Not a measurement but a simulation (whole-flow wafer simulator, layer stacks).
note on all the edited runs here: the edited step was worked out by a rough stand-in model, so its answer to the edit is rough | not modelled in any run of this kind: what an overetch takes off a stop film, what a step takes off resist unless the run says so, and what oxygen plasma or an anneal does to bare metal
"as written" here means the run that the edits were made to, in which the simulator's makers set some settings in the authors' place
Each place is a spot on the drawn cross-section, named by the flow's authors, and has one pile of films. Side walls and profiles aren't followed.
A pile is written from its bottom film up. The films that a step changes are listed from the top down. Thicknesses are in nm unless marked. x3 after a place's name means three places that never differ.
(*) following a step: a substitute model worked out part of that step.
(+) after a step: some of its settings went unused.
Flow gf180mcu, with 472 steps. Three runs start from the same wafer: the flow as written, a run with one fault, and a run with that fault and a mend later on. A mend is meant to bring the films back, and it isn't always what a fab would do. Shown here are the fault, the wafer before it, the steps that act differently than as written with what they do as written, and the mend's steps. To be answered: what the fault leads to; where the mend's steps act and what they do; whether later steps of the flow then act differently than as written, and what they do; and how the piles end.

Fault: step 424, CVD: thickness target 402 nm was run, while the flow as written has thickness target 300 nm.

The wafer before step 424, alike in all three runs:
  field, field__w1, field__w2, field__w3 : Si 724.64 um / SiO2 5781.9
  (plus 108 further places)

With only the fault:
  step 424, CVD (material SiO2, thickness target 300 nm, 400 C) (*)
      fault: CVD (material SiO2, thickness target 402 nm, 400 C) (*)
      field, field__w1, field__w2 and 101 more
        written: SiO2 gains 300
        fault: SiO2 gains 402
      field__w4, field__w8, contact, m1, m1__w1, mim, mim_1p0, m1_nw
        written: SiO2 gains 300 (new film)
        fault: SiO2 gains 402 (new film)
  Steps further on in the flow that do not act as written (not shown: 2 more steps that differ only slightly, by at most 2% or 0.5 nm, whichever is larger):
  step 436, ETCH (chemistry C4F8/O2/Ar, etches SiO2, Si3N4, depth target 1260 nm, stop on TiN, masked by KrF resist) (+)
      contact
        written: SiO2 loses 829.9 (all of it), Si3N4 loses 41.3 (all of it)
        fault: SiO2 loses 931.9 (all of it), Si3N4 loses 41.3 (all of it)
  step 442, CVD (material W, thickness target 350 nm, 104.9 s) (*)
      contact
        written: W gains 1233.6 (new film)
        fault: W gains 1336.3 (new film)
  By the end, the piles at field__w4, field__w8, contact, m1, m1__w1, mim, mim_1p0, m1_nw depart from the flow's by more than 2% or 0.5 nm, whichever is larger.
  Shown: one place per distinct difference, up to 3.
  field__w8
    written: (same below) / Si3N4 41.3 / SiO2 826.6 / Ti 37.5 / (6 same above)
    fault: (same below) / Si3N4 41.3 / SiO2 928.6 / Ti 37.5 / (6 same above)
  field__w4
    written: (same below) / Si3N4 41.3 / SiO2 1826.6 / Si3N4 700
    fault: (same below) / Si3N4 41.3 / SiO2 1928.6 / Si3N4 700
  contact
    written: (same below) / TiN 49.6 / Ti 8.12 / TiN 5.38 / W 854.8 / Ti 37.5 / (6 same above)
    fault: (same below) / TiN 49.6 / Ti 7.66 / TiN 5.07 / W 957.6 / Ti 37.5 / (6 same above)

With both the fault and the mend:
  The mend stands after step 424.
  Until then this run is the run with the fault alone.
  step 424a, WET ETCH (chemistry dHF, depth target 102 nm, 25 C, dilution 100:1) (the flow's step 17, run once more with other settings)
      field, field__w1, field__w2 and 109 more
        SiO2 loses 102
  None of the later steps of the flow acts differently than as written at any place that is followed.
  By the end, the piles equal the flow's at every place that both follow.
